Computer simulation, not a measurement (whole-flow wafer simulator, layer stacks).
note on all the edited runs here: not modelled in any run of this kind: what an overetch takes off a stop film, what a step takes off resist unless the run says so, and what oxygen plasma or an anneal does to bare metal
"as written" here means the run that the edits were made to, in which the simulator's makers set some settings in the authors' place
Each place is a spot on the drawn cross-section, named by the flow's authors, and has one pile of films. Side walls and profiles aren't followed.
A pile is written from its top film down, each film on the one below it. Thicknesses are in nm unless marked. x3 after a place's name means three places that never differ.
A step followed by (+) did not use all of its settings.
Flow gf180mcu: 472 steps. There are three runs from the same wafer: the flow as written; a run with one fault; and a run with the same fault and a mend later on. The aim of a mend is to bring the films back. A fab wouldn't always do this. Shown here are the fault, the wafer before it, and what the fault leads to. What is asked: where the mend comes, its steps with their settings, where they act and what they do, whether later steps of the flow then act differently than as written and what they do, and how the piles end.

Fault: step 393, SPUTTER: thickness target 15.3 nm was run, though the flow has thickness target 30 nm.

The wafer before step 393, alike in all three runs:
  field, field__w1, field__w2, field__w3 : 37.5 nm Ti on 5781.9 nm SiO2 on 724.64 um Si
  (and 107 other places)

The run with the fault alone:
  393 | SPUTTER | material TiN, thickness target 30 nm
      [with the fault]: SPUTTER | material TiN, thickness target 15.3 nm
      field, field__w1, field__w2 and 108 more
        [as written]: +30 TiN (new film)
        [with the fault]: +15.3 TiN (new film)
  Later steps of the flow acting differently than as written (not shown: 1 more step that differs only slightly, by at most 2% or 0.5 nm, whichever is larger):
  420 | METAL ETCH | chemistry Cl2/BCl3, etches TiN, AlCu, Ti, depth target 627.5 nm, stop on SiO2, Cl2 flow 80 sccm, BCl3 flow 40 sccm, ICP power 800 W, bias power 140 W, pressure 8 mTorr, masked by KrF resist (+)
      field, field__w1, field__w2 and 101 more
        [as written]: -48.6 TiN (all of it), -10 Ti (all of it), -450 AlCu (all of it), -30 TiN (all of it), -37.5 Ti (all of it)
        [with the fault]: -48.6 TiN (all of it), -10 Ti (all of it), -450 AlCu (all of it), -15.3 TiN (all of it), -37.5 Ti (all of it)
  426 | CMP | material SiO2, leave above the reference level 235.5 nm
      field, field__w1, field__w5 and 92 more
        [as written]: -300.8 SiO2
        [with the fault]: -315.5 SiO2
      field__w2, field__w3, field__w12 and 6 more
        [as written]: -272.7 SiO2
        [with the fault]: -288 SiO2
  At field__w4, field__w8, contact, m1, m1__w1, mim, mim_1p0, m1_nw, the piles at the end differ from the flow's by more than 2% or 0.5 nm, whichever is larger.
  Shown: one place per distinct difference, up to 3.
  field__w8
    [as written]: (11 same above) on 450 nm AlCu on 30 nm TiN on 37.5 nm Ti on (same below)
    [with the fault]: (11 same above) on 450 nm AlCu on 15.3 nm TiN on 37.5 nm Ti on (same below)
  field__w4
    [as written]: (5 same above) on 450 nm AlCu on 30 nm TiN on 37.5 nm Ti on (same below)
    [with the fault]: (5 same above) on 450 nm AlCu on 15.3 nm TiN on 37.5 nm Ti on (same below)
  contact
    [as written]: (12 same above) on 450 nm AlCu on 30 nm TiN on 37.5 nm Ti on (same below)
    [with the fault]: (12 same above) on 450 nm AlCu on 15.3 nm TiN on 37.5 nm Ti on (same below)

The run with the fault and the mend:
  The mend follows step 393.
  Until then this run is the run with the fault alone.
  393a | SPUTTER | material TiN, thickness target 14.7 nm (the flow's step 393, run once more with other settings)
      field, field__w1, field__w2 and 108 more
        +14.7 TiN
  Every later step of the flow that is run acts as written at every place that is followed.
  By the end, the piles equal the flow's at every place that both follow.
